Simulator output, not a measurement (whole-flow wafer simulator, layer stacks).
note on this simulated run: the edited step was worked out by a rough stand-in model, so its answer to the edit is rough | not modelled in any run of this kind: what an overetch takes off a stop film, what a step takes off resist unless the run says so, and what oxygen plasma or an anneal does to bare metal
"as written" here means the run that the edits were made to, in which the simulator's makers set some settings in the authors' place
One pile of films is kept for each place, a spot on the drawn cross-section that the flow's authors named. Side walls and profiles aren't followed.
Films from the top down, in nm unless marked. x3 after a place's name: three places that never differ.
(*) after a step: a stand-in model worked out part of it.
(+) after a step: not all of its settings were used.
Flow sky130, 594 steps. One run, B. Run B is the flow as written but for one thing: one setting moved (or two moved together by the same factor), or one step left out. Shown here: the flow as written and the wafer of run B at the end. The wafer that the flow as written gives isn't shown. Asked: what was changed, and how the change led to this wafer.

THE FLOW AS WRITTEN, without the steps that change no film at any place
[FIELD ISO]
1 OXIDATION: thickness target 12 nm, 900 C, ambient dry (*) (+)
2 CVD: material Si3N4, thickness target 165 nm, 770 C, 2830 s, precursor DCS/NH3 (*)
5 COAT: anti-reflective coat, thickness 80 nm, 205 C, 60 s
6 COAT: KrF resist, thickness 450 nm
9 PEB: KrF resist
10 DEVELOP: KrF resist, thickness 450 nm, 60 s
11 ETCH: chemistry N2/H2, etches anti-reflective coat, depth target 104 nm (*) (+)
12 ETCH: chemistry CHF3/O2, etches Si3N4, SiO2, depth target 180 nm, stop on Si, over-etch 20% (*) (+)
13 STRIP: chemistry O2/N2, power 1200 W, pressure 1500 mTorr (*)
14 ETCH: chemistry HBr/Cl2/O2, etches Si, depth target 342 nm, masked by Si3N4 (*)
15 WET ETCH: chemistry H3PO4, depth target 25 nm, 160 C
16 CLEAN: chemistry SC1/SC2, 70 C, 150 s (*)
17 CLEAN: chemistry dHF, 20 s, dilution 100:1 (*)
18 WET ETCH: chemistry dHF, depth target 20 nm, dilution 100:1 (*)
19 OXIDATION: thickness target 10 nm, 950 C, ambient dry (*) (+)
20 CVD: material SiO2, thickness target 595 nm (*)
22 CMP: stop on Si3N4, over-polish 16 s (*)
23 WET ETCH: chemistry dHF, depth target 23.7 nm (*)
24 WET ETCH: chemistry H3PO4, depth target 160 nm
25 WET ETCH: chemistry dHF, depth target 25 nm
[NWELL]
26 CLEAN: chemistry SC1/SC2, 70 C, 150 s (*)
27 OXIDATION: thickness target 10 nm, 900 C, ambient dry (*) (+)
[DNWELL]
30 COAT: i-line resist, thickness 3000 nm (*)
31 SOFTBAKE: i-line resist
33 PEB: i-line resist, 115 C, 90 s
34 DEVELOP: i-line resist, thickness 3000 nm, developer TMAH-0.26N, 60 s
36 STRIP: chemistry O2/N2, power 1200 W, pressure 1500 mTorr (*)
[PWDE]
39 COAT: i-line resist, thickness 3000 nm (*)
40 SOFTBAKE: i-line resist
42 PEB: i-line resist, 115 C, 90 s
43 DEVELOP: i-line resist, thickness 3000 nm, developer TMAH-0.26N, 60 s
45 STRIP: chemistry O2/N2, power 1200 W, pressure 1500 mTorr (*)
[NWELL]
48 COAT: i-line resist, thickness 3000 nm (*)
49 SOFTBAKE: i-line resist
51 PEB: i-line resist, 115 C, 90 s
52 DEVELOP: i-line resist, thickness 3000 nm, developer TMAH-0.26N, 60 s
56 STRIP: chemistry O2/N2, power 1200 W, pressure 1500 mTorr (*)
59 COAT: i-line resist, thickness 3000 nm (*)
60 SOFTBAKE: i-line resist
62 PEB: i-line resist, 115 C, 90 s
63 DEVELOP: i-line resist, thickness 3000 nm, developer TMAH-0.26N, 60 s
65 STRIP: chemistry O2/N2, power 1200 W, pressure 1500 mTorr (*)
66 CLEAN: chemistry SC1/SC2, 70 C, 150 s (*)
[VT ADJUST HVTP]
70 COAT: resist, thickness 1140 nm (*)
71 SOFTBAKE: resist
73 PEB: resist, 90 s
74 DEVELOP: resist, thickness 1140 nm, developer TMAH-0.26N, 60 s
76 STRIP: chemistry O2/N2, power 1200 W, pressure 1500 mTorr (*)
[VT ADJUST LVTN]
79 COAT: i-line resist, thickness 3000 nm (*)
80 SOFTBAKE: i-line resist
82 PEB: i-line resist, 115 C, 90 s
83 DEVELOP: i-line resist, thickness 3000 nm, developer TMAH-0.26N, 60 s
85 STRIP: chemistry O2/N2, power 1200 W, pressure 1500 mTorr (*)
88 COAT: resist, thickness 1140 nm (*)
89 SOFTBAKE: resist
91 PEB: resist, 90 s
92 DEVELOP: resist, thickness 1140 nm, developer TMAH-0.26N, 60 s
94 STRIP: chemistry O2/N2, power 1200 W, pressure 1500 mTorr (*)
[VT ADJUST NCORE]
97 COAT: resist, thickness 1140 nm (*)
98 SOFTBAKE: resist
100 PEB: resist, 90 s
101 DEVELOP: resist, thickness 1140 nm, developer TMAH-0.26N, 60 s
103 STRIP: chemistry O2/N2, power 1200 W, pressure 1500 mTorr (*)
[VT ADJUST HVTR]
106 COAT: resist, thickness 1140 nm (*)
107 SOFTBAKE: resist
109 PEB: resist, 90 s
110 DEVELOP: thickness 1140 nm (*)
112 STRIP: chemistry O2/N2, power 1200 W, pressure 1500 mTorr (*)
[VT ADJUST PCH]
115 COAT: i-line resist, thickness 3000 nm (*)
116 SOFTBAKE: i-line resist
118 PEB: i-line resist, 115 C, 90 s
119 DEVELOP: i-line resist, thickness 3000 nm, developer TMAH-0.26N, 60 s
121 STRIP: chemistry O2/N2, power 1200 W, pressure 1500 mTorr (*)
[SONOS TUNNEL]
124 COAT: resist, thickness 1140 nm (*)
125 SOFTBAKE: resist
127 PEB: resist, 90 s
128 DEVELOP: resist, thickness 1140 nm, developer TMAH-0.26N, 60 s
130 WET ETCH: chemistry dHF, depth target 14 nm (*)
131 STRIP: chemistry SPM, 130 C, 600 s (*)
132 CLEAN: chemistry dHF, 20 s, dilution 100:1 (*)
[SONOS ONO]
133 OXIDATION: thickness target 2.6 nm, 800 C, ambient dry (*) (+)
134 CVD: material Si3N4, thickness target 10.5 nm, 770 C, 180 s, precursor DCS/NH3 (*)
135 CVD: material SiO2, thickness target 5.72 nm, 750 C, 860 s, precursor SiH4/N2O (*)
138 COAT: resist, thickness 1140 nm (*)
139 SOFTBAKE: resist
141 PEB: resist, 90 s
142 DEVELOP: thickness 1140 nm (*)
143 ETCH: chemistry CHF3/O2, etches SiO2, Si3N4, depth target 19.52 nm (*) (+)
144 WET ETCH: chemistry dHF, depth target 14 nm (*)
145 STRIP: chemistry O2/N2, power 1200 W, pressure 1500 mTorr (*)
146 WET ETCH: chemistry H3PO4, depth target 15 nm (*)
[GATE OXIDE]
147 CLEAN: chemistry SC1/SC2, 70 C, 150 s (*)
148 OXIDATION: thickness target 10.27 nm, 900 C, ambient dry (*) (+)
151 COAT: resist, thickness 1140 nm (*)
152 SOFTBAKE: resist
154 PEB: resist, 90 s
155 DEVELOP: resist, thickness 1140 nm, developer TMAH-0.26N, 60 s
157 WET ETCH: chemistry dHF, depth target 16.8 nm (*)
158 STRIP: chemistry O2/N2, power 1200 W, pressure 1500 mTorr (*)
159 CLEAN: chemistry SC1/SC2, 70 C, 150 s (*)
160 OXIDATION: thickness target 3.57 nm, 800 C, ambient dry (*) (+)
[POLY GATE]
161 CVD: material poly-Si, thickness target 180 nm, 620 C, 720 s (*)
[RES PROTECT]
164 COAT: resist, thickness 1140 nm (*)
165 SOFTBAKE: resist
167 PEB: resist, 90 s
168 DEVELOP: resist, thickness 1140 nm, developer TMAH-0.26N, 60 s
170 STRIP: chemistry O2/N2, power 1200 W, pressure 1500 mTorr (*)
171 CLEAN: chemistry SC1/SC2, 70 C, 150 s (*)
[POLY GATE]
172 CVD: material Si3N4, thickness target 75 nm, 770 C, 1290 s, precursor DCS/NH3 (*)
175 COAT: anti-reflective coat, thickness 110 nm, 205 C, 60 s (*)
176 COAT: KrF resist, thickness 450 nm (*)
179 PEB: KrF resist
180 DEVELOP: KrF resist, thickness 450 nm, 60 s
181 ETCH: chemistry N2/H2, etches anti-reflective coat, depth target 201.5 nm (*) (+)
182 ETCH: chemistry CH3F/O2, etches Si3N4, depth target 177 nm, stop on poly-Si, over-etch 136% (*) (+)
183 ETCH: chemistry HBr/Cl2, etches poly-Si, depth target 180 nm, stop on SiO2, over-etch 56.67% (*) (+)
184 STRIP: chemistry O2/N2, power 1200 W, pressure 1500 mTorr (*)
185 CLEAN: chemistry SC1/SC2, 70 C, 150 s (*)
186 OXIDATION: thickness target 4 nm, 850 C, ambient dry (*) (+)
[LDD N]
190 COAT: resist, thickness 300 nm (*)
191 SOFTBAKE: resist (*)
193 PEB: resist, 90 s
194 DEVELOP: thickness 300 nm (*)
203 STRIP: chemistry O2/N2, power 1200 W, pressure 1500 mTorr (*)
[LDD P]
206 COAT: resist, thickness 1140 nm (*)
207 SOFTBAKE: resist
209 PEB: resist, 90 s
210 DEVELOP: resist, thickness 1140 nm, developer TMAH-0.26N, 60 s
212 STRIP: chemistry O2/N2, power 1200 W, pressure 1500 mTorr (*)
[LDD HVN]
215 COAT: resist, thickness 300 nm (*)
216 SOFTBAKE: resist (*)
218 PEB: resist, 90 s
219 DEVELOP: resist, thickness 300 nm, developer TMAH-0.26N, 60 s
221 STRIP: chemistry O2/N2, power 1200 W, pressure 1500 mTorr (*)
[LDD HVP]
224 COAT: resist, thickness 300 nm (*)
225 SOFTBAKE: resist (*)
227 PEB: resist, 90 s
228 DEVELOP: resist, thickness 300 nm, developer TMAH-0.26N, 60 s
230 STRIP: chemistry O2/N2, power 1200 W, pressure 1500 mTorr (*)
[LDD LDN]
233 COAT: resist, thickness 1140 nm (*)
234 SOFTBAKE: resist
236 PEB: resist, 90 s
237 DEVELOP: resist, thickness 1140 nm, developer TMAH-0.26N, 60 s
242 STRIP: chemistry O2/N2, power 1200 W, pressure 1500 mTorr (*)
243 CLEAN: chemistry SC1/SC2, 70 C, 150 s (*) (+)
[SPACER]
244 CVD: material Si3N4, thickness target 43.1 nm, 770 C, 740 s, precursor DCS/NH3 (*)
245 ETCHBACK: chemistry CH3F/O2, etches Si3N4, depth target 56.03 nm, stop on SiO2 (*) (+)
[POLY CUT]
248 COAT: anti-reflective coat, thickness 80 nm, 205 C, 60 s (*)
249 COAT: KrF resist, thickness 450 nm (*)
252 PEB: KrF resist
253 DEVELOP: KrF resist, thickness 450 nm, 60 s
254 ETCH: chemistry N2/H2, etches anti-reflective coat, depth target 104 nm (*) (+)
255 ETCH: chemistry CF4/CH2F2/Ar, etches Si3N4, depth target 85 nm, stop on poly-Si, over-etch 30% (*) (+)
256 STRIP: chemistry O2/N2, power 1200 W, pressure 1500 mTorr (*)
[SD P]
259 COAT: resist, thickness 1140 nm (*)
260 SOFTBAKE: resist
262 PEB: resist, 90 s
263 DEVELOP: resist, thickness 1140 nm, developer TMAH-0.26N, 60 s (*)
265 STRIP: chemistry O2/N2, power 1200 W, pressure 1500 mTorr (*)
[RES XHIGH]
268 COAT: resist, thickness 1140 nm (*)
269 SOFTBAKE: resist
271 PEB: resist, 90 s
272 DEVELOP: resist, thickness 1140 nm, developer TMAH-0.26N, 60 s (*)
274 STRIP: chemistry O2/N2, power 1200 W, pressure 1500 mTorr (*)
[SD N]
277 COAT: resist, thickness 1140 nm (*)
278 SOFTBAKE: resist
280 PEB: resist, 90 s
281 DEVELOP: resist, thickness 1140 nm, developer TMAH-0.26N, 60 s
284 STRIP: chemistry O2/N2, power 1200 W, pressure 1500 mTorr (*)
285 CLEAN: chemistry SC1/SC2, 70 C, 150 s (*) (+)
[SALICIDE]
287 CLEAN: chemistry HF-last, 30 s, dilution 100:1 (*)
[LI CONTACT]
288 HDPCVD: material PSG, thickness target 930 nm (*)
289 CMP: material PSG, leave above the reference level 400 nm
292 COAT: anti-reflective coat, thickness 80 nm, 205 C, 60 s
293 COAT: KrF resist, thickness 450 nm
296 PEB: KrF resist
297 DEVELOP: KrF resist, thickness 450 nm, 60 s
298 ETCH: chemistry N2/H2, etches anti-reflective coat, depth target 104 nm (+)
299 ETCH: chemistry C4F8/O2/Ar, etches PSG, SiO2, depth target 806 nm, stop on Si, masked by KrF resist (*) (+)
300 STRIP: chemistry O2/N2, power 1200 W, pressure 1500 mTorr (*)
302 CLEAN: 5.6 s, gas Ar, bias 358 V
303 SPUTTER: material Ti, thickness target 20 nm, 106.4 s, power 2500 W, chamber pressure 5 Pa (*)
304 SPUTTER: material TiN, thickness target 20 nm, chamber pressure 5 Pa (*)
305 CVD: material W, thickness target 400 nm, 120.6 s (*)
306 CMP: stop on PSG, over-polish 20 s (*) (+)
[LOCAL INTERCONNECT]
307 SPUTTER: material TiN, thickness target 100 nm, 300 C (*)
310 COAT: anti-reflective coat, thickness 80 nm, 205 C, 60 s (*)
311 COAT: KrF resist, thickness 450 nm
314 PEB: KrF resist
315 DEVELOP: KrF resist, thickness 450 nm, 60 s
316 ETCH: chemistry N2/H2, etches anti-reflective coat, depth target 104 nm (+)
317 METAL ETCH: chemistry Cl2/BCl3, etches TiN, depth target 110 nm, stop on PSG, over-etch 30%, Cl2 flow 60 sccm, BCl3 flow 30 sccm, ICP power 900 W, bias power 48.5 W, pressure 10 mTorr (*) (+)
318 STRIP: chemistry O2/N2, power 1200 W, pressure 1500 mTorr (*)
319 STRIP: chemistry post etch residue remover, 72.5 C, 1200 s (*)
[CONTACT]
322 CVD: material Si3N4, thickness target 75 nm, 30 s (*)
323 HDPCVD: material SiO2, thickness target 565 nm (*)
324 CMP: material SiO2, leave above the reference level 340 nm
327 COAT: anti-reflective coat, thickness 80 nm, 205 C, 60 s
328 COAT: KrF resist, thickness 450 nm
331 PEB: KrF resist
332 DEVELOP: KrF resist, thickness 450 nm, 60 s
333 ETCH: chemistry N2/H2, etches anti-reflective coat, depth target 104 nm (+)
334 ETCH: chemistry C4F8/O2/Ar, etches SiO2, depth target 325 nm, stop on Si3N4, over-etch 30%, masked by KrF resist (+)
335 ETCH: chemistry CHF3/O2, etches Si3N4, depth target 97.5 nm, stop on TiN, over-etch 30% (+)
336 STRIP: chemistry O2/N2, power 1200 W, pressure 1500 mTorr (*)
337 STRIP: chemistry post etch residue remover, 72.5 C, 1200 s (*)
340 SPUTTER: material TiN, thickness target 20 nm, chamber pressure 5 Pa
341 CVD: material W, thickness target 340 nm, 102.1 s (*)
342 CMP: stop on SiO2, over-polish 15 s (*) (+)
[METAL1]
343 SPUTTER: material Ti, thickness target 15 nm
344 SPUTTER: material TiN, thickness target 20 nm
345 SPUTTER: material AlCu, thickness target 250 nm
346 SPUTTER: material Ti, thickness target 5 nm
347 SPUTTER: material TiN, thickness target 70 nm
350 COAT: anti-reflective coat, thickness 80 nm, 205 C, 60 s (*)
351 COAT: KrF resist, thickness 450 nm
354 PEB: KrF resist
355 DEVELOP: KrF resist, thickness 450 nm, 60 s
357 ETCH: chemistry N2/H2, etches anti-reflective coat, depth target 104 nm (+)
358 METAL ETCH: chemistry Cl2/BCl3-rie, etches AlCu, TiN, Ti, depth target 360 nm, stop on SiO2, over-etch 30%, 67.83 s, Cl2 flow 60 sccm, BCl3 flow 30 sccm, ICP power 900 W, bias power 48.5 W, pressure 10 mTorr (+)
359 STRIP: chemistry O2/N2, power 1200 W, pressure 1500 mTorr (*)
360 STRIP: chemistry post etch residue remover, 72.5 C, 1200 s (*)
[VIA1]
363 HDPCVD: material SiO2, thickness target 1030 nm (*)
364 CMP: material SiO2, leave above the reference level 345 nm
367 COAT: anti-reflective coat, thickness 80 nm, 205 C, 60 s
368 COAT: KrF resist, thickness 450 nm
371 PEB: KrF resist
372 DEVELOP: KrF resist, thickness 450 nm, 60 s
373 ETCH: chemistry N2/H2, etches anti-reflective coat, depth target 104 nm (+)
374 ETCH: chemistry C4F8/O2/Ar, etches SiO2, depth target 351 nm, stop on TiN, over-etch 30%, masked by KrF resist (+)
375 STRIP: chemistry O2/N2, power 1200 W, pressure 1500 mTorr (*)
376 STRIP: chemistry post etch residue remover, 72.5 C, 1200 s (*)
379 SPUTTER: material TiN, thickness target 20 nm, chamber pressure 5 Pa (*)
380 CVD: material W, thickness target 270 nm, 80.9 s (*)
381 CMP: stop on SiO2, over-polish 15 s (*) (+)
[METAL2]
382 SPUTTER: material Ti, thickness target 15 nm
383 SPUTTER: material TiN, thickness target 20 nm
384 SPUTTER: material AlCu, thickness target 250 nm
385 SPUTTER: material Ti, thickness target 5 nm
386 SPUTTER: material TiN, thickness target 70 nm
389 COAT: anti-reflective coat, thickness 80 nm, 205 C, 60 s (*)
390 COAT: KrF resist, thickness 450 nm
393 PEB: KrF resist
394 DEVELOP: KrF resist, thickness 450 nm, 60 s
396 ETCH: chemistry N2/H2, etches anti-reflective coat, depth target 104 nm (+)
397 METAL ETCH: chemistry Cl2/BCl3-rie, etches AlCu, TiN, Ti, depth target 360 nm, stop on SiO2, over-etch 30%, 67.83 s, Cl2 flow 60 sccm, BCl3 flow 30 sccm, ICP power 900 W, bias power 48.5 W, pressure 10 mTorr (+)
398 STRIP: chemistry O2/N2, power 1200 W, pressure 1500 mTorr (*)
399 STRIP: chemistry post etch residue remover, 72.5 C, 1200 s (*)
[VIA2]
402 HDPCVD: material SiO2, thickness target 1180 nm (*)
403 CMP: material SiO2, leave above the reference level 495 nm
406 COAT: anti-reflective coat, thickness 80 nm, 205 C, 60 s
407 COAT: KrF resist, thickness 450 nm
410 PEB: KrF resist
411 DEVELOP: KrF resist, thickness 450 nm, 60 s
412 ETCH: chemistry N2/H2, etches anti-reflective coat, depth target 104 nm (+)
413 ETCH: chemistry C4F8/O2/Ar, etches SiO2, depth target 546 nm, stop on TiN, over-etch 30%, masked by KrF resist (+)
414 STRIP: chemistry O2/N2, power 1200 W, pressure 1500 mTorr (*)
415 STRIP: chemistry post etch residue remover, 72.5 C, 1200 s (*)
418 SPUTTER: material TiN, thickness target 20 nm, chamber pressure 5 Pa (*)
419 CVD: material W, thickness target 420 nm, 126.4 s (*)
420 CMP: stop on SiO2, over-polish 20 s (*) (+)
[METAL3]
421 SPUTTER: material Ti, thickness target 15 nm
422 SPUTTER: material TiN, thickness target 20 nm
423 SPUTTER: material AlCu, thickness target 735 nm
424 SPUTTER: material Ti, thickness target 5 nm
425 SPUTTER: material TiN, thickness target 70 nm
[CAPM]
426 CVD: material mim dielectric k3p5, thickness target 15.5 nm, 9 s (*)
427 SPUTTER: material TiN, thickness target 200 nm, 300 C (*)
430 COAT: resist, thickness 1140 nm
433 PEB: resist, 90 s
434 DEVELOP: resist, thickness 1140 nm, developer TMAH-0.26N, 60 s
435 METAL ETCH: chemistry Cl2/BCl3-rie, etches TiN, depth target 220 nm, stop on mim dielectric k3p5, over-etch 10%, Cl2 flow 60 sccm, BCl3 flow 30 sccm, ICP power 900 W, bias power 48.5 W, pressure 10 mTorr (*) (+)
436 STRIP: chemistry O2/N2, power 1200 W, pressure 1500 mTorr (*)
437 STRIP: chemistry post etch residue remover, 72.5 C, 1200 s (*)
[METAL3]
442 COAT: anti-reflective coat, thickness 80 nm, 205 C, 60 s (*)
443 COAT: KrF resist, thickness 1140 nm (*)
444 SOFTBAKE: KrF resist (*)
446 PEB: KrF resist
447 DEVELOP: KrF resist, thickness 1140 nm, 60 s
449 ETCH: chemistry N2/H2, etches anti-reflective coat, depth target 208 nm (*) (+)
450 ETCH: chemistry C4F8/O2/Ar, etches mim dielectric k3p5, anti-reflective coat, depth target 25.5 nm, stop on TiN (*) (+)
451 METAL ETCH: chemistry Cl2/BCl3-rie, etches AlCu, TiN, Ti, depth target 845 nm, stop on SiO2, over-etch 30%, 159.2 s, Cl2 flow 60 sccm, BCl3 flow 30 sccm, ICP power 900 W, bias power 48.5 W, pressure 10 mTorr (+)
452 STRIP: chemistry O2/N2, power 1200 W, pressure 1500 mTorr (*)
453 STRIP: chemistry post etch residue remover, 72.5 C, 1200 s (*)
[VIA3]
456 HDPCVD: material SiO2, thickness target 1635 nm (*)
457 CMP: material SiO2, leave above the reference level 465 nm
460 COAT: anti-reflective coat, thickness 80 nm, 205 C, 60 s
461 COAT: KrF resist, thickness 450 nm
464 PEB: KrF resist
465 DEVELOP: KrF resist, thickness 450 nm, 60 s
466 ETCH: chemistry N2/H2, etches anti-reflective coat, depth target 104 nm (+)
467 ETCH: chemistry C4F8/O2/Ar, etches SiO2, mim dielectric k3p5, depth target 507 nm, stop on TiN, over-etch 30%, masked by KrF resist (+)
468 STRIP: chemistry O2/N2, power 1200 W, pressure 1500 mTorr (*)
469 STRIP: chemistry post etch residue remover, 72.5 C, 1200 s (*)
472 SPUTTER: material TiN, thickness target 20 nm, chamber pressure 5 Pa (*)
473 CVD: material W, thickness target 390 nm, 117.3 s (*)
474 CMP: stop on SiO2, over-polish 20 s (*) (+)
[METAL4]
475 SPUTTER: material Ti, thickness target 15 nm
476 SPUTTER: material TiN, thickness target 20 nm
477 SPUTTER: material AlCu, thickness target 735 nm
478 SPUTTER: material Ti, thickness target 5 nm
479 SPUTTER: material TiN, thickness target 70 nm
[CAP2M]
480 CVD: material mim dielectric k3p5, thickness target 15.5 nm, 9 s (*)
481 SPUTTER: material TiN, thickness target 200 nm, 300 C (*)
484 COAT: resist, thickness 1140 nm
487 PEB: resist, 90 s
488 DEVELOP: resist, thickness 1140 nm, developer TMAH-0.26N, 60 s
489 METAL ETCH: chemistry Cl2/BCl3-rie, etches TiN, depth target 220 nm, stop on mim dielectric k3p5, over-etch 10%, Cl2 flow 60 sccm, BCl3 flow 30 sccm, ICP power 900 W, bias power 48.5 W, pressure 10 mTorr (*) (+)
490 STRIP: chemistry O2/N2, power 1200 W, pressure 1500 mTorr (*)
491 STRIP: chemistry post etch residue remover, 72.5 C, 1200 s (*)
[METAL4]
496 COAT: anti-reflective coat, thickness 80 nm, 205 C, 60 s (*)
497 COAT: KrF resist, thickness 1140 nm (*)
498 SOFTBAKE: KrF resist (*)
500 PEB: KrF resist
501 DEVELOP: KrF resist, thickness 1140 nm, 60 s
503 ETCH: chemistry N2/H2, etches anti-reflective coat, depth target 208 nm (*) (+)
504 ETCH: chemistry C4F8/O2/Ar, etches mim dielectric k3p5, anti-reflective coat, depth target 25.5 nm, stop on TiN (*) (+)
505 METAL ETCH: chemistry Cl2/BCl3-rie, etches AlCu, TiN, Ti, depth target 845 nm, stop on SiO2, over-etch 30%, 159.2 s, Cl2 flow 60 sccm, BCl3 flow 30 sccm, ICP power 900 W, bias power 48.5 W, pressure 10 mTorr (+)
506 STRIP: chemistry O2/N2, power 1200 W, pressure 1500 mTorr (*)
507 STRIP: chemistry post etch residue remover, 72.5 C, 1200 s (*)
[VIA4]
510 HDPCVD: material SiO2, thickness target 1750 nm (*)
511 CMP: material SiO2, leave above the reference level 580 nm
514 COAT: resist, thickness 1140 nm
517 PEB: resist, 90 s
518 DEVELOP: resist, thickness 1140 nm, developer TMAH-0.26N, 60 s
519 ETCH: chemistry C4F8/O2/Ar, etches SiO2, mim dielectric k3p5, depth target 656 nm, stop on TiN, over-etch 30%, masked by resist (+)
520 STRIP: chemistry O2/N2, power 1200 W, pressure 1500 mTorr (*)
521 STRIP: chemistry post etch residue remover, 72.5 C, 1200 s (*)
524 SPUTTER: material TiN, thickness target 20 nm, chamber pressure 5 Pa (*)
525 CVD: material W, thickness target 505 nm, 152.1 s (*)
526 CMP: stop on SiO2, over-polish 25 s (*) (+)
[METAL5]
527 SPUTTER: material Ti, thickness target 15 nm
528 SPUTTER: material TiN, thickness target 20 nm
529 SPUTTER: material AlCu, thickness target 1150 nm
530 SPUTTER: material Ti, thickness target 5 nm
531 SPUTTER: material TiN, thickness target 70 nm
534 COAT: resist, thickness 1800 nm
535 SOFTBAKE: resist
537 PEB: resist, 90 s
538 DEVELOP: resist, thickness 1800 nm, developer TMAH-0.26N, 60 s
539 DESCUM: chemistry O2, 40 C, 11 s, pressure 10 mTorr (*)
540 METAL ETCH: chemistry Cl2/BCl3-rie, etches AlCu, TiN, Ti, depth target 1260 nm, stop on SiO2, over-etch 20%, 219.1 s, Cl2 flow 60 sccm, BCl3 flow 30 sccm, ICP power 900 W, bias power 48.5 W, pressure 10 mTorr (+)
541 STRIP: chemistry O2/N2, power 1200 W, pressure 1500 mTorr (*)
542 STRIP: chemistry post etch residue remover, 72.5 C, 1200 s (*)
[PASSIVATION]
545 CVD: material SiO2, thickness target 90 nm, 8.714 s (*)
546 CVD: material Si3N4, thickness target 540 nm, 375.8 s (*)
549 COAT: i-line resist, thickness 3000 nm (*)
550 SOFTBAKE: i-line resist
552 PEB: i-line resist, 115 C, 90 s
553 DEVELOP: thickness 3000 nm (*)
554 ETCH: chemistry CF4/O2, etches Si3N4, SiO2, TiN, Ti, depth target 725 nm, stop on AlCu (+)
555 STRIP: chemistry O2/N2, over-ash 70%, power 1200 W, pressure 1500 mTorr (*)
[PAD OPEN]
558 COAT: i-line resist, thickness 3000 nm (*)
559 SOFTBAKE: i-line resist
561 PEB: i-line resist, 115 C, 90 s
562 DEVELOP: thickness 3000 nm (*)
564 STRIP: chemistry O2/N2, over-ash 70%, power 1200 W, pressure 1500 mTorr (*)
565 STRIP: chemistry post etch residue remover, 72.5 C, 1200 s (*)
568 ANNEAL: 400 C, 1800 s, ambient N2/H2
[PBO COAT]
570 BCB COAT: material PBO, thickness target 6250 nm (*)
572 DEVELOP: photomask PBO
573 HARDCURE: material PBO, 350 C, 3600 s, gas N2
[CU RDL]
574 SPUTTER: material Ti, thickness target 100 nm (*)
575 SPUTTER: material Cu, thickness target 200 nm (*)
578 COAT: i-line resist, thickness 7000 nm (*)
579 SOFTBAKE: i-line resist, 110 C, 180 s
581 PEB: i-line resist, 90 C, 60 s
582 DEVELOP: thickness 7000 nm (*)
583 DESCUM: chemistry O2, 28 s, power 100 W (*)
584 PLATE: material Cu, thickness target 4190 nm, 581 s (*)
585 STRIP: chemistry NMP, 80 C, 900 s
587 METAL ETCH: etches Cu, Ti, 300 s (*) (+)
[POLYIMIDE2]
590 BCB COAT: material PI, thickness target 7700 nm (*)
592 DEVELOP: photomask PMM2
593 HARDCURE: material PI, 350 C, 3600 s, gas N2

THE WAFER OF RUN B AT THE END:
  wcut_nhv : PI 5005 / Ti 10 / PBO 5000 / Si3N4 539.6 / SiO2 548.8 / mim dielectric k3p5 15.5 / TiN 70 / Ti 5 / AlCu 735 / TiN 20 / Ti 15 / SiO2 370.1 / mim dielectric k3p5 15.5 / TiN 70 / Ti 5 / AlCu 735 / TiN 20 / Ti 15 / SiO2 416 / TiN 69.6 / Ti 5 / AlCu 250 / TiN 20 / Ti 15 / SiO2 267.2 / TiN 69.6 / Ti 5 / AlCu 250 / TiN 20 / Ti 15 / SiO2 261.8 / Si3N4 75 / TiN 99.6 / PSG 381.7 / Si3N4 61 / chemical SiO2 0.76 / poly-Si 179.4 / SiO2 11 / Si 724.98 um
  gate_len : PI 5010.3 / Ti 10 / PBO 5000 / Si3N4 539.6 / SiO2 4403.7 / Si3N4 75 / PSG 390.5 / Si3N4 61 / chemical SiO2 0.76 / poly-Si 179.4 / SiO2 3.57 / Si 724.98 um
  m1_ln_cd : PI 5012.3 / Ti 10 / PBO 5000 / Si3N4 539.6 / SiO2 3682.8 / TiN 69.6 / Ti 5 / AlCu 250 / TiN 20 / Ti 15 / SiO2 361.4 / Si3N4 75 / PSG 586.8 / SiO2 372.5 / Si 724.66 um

The cause: step 575, SPUTTER: thickness target 300 nm was run, where the flow has thickness target 200 nm.

How the change led to this, step by step:
  575 SPUTTER: material Cu, thickness target 200 nm (*)
      field, active, n_well and 190 more: Cu +300 (new film) (as written it would be: Cu +200 (new film))
  587 METAL ETCH: etches Cu, Ti, 300 s (*) (+)
      field, active, gate and 167 more: Cu -300 (all of it), Ti -90 (as written it would be: Cu -200 (all of it), Ti -100 (all of it))
  590 BCB COAT: material PI, thickness target 7700 nm (*)
      n_well, p_well, sd_n, sd_p: PI +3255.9 (new film) (as written it would be: PI +3345.9 (new film))
      mim: PI +3555.1 (new film) (as written it would be: PI +3640.8 (new film))
      (and at 14 more places)
  593 HARDCURE: material PI, 350 C, 3600 s, gas N2
      n_well, p_well, sd_n, sd_p: PI -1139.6 (as written it would be: PI -1171.1)
Counting metal films that touch as one body, wcut_nhv has 6 bodies (between them, from the top down: PBO 5000 / Si3N4 539.6 / SiO2 548.8 / mim dielectric k3p5 15.5; SiO2 370.1 / mim dielectric k3p5 15.5; SiO2 416; SiO2 267.2; SiO2 261.8 / Si3N4 75); the flow as written gives 5 bodies (between them, from the top down: SiO2 370.1 / mim dielectric k3p5 15.5; SiO2 416; SiO2 267.2; SiO2 261.8 / Si3N4 75).
Counting metal films that touch as one body, gate_len has 1 body; the flow as written gives 0 bodies.
Counting metal films that touch as one body, m1_ln_cd has 2 bodies (between them, from the top down: PBO 5000 / Si3N4 539.6 / SiO2 3682.8); the flow as written gives 1 body.
